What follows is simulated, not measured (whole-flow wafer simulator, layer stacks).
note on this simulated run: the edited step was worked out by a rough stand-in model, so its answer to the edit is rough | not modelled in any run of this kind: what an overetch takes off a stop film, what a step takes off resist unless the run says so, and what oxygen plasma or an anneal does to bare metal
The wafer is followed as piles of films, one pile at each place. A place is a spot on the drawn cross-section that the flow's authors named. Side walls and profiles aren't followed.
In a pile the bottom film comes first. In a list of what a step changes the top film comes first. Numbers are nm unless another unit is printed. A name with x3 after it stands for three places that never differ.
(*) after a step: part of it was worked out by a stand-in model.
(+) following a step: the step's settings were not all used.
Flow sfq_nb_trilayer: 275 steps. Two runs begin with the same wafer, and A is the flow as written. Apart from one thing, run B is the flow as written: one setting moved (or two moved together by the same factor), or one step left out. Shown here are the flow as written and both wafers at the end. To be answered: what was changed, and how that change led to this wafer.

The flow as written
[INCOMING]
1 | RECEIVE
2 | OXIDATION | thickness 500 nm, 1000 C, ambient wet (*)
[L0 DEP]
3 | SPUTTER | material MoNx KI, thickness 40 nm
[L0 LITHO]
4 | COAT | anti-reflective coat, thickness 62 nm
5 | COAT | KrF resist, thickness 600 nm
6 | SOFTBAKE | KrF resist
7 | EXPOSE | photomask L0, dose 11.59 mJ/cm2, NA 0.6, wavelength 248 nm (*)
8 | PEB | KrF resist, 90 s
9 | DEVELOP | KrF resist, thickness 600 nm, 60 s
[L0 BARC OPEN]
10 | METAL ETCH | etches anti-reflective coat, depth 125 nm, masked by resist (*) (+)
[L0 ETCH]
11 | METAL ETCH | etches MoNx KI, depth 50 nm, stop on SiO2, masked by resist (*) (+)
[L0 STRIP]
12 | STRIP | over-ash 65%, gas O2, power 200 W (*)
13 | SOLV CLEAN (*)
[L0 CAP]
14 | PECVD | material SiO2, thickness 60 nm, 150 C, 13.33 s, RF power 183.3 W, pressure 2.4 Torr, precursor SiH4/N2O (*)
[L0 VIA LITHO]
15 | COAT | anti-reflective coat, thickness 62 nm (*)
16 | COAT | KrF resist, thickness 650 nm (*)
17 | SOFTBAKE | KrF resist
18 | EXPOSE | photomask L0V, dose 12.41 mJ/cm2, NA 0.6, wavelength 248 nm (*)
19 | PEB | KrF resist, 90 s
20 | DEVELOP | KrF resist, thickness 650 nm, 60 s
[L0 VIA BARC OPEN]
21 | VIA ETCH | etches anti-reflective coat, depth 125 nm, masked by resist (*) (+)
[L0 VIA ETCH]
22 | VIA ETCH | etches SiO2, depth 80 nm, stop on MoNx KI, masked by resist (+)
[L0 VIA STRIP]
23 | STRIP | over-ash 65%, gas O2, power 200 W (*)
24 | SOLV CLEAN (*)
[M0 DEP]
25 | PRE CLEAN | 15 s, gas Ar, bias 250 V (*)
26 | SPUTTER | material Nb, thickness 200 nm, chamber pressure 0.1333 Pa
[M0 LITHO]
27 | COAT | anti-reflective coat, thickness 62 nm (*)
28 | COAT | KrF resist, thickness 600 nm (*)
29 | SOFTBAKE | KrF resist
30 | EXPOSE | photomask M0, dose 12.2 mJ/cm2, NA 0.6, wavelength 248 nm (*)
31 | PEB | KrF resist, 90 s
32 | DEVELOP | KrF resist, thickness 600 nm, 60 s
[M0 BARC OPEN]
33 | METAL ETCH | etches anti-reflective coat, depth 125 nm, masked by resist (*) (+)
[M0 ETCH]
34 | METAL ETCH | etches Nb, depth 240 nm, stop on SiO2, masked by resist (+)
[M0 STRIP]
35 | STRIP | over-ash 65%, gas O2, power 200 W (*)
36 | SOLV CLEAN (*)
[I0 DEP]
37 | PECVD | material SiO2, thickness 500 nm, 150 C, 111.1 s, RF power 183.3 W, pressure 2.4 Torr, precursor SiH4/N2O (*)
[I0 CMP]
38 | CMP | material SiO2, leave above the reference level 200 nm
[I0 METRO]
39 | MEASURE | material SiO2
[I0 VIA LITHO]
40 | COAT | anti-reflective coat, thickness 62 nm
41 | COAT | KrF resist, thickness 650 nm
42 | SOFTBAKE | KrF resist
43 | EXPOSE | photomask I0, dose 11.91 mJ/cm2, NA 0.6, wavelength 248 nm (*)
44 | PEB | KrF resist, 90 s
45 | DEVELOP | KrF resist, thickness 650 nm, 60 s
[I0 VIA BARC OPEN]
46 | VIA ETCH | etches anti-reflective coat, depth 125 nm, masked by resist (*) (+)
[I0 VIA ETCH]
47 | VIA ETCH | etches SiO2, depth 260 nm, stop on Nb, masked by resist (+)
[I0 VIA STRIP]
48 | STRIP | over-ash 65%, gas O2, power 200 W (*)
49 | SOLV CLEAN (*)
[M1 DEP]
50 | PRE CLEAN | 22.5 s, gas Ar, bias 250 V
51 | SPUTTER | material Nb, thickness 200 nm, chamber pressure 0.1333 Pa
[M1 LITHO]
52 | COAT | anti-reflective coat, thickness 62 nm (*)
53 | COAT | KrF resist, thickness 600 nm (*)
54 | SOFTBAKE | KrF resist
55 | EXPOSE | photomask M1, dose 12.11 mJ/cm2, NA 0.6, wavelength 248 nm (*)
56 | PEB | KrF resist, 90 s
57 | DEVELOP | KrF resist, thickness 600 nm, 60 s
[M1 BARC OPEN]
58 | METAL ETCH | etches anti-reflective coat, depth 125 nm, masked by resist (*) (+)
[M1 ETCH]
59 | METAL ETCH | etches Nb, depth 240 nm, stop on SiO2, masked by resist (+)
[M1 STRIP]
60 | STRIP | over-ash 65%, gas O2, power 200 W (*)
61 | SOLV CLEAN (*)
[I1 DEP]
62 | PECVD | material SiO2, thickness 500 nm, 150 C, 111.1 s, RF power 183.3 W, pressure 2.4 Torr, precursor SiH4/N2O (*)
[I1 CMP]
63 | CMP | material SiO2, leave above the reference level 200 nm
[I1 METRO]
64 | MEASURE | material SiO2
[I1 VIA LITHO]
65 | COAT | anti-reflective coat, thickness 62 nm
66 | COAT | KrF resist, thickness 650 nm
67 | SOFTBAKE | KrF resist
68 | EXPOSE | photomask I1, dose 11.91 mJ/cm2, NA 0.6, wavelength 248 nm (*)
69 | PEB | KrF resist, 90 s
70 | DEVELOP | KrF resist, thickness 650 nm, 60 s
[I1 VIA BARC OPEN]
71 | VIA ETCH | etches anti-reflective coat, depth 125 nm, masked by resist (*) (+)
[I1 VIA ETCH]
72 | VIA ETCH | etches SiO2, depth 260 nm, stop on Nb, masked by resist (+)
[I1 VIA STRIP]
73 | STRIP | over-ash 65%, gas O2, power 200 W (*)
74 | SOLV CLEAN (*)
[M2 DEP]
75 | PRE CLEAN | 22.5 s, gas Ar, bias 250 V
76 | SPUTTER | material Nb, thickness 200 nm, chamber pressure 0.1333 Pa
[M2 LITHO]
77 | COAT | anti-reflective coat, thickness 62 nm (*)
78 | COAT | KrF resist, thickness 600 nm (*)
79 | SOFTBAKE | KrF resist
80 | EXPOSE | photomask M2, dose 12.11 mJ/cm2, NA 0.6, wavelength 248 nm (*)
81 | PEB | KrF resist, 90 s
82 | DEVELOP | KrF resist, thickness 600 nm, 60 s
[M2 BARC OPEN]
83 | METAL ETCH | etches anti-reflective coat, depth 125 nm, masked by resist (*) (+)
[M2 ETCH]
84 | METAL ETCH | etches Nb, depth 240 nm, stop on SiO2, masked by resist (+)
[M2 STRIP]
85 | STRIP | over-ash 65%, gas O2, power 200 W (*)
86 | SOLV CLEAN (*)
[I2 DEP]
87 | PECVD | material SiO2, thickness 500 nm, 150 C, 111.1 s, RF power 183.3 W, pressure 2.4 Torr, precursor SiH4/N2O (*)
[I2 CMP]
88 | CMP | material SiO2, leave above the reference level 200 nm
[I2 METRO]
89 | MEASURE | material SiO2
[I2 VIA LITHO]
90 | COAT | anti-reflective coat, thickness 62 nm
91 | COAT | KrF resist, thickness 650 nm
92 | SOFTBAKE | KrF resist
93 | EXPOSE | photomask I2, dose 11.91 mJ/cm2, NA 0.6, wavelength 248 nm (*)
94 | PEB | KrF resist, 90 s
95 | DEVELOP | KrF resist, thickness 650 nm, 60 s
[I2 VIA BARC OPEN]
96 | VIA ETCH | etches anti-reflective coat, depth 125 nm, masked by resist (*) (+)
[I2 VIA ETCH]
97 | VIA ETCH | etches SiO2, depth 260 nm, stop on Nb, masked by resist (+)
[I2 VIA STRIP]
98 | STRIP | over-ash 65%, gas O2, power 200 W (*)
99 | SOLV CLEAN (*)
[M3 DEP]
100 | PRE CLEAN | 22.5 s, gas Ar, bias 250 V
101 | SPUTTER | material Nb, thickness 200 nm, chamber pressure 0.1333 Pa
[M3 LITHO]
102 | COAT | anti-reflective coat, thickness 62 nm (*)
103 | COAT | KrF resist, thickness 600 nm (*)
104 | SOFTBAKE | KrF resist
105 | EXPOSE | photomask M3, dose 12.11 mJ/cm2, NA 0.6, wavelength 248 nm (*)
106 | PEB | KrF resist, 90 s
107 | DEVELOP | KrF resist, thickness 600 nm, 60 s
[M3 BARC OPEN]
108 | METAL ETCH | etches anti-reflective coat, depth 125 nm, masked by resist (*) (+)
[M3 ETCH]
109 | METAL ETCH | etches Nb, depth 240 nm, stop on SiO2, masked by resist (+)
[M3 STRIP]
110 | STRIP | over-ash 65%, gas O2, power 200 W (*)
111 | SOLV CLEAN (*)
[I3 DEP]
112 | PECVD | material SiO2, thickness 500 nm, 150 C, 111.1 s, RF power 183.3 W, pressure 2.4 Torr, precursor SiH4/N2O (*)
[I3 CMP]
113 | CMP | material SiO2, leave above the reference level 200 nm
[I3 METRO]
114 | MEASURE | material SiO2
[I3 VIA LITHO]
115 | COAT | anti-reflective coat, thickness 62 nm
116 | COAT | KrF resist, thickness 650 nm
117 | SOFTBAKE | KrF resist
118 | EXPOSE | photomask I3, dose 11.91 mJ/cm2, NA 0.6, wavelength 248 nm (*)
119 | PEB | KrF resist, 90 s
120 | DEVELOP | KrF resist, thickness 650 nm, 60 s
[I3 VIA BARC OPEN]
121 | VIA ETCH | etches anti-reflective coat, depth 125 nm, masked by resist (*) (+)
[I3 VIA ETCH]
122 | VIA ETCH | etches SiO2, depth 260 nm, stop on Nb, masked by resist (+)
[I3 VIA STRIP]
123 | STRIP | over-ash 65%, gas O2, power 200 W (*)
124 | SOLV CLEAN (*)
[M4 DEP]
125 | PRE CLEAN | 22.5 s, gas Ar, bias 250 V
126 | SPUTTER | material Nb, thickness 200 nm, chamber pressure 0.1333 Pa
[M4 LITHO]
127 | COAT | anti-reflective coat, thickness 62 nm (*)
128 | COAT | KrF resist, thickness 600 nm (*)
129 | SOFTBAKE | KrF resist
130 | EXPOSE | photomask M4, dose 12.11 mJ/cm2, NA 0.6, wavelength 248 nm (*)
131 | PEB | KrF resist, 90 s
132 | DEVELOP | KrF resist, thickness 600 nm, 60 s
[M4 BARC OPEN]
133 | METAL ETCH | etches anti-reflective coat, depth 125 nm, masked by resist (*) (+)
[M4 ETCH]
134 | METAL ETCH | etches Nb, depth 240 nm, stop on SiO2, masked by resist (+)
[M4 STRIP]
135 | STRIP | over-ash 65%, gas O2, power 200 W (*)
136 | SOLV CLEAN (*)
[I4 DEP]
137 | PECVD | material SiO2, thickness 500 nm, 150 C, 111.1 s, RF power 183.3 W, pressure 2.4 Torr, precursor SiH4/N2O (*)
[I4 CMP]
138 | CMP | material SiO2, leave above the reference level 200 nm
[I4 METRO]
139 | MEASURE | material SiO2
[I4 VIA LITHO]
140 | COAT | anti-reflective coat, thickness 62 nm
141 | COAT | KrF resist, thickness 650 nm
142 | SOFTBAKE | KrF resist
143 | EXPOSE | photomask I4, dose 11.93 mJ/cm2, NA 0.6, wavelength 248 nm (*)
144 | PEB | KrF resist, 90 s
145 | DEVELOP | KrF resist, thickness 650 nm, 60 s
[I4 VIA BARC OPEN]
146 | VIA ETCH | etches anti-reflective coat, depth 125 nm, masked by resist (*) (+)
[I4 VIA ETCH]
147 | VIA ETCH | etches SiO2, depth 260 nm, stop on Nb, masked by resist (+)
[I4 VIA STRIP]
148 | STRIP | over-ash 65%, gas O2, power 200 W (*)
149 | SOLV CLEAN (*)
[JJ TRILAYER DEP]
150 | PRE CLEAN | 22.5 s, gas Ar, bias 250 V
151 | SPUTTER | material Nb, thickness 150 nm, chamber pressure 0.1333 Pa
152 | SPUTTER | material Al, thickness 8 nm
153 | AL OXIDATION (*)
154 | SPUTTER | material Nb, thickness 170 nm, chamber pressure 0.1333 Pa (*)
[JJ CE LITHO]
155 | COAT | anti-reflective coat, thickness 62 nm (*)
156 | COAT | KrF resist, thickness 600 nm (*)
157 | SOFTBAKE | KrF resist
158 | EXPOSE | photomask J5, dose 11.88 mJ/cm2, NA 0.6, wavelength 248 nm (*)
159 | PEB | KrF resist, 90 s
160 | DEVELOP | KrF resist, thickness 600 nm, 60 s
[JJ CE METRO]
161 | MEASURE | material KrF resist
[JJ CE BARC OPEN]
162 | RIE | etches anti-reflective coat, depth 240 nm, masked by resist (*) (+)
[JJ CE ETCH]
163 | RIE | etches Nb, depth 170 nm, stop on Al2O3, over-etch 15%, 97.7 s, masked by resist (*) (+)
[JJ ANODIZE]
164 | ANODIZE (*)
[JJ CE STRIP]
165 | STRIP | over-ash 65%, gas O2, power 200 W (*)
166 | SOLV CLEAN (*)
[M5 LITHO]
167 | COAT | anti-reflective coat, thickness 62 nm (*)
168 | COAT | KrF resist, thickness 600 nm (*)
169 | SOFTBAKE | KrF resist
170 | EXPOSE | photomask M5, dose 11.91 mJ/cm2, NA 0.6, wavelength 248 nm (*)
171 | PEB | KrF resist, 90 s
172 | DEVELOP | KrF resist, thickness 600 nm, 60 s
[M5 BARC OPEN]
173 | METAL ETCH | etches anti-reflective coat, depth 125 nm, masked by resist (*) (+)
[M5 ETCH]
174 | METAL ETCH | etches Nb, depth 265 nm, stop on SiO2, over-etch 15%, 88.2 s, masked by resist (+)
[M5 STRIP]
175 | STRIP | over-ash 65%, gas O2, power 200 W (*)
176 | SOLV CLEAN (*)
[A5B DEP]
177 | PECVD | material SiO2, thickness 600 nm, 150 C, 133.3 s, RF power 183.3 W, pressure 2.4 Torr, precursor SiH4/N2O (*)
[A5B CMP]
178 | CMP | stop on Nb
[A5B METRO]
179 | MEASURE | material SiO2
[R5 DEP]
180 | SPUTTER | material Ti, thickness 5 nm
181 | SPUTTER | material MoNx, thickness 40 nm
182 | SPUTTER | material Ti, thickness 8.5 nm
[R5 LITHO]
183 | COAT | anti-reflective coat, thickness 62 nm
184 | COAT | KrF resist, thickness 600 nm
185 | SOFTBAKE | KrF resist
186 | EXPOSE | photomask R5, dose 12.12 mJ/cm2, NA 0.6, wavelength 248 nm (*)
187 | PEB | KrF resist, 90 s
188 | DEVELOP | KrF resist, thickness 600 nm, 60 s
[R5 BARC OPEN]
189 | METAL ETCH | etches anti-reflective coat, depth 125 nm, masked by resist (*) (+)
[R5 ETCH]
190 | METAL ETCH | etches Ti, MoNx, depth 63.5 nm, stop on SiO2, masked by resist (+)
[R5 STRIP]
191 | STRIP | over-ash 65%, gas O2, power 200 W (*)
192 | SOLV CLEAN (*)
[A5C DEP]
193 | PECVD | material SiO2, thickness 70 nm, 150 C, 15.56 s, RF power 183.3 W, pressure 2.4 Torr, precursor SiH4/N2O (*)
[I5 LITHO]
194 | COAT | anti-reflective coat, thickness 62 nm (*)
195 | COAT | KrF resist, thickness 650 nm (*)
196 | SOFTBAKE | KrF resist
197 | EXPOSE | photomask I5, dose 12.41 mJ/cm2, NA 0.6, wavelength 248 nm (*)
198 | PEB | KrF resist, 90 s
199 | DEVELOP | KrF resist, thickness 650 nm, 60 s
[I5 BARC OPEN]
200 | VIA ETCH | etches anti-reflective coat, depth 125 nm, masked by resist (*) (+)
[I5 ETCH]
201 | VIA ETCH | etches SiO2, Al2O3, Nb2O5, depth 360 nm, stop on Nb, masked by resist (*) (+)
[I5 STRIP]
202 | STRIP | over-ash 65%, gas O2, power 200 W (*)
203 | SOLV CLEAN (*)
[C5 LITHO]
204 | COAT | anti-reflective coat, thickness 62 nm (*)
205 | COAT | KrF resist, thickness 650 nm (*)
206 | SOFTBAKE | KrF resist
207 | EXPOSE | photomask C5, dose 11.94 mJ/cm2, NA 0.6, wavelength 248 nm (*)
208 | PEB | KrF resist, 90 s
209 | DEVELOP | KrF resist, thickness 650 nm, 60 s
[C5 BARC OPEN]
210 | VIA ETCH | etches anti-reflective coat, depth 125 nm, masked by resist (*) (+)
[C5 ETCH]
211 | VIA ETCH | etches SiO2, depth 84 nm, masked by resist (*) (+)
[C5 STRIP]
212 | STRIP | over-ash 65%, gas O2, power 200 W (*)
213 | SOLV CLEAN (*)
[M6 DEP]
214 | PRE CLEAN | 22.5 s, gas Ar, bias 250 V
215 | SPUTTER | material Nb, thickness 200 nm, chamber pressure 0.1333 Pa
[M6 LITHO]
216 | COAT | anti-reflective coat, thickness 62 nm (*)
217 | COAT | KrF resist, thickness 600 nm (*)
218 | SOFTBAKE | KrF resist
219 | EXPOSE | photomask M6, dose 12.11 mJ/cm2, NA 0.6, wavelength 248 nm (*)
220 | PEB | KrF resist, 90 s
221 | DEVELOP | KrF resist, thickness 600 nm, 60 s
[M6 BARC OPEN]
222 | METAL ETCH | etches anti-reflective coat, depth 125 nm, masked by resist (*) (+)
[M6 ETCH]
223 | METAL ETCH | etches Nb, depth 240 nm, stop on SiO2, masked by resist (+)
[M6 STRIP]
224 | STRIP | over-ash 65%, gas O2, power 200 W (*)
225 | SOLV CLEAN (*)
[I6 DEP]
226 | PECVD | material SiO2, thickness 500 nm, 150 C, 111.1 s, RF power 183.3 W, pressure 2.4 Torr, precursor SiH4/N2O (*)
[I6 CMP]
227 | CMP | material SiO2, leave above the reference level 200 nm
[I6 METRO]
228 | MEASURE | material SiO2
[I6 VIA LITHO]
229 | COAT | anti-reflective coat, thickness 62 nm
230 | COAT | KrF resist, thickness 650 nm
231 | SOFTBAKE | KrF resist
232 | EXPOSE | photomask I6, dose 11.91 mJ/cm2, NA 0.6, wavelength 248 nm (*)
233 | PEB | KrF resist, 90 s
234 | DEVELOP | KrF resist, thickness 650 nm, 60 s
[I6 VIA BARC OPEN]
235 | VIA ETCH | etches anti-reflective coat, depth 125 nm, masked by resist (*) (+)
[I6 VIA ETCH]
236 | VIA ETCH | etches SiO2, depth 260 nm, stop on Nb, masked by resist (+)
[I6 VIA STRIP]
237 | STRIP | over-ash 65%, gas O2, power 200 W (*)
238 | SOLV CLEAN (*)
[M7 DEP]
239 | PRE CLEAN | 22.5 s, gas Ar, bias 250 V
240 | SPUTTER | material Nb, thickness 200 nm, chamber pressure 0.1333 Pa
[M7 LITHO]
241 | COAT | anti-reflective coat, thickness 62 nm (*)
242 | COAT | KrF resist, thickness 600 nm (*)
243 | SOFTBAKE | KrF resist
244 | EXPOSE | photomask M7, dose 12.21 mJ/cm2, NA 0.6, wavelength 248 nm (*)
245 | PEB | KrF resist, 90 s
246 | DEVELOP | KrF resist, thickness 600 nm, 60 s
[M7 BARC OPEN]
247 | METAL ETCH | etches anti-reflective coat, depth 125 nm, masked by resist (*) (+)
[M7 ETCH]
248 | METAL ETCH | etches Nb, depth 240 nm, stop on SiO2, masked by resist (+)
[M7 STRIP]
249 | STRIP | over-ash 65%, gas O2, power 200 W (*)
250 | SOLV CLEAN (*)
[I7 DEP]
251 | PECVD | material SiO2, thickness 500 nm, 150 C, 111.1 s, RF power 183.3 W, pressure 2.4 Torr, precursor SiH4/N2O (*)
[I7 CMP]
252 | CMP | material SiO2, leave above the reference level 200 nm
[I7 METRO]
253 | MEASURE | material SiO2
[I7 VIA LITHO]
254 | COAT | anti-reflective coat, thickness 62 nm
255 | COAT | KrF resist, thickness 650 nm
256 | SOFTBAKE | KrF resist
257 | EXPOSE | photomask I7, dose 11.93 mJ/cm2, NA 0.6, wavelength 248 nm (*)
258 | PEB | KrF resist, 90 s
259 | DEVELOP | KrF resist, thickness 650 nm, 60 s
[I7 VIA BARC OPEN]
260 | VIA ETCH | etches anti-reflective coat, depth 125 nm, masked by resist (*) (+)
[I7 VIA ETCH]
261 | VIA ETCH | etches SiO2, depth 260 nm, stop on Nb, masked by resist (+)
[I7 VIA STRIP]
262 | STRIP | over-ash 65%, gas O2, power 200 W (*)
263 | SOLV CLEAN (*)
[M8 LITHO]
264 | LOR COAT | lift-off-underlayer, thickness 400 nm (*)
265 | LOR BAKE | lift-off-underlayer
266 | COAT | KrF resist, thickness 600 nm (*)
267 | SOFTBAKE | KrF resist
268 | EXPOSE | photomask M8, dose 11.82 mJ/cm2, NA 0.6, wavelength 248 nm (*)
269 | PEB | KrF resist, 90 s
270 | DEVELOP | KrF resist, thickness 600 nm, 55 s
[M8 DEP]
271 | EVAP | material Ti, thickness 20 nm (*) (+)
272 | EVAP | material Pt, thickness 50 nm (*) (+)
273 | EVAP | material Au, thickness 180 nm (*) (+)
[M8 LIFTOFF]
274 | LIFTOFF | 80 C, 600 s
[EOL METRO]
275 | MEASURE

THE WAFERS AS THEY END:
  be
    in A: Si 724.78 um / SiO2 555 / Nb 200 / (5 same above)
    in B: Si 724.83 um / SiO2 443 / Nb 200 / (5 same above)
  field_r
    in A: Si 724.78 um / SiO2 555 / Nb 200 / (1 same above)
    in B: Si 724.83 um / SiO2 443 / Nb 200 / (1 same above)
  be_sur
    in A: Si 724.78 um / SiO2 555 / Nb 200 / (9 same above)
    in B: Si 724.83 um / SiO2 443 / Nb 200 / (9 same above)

Cause: step 2, OXIDATION: thickness 388 nm was run, though the flow has thickness 500 nm.

Step by step, how the change led to this:
  2 | OXIDATION | thickness 500 nm, 1000 C, ambient wet (*)
      field_l, v_sur, via_wl and 103 more: A +500 SiO2 (new film), -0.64 chemical SiO2 (all of it), -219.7 Si | B +388 SiO2 (new film), -0.64 chemical SiO2 (all of it), -170.4 Si
